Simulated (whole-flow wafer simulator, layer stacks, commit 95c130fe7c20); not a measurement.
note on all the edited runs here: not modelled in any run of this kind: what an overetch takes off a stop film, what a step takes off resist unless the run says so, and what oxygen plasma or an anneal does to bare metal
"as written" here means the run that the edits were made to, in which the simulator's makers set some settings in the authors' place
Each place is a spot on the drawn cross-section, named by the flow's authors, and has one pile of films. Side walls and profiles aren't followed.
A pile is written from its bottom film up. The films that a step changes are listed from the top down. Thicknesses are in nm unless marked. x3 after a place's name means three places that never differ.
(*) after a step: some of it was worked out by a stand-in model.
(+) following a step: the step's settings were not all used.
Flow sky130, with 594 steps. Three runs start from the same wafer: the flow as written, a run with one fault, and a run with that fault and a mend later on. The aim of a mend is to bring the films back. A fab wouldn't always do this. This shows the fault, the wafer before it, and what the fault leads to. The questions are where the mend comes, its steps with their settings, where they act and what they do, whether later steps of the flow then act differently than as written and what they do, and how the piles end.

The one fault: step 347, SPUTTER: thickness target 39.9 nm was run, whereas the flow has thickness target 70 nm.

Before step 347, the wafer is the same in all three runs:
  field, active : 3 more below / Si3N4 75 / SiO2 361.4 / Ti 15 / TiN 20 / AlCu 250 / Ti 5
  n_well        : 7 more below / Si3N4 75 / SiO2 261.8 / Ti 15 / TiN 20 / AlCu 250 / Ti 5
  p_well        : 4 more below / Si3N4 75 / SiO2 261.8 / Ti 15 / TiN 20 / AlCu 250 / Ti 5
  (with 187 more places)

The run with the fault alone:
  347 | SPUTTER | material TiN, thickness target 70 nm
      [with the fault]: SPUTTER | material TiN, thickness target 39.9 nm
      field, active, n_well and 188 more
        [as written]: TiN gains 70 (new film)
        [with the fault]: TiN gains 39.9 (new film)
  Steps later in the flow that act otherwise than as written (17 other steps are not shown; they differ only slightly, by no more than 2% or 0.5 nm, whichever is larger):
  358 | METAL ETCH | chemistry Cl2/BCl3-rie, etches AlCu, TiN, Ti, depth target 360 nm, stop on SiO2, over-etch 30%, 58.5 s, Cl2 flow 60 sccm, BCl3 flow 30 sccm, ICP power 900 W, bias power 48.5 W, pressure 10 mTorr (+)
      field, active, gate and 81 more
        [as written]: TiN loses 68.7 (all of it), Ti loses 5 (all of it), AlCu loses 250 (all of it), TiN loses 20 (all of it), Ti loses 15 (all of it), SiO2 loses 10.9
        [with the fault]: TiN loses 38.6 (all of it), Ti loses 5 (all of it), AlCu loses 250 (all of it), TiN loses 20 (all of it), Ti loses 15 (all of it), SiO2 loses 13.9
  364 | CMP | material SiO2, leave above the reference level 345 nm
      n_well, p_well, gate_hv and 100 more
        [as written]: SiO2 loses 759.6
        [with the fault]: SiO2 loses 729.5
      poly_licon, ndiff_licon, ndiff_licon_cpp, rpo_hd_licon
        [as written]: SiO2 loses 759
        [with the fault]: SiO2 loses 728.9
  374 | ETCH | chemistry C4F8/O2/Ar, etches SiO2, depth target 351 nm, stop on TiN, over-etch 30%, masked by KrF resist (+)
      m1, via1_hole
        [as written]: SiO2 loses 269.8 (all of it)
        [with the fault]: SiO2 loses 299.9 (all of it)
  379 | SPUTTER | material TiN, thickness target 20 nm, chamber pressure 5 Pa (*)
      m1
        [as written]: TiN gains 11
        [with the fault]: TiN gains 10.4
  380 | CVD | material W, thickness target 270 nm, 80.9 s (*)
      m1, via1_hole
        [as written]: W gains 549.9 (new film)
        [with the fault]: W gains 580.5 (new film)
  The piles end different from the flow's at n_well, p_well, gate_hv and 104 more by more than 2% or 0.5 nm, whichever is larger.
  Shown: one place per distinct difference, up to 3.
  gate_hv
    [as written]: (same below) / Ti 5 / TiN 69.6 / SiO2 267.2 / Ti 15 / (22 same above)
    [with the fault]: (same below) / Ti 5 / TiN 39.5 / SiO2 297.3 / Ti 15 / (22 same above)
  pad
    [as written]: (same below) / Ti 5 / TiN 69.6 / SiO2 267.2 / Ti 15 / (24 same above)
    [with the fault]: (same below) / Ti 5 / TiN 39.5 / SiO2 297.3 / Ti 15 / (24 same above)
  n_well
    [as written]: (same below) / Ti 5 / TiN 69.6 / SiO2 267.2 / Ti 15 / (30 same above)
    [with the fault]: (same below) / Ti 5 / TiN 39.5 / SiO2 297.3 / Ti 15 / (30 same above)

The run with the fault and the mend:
  The mend follows step 347.
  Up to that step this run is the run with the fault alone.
  347a | SPUTTER | material TiN, thickness target 30.1 nm (a further turn of the flow's step 347, with different settings)
      field, active, n_well and 188 more
        TiN gains 30.1
  None of the later steps of the flow differs from how it acts as written, at any place that is followed, by more than 2% or 0.5 nm, whichever is larger.
  By the end, the piles equal the flow's at every place that both follow.
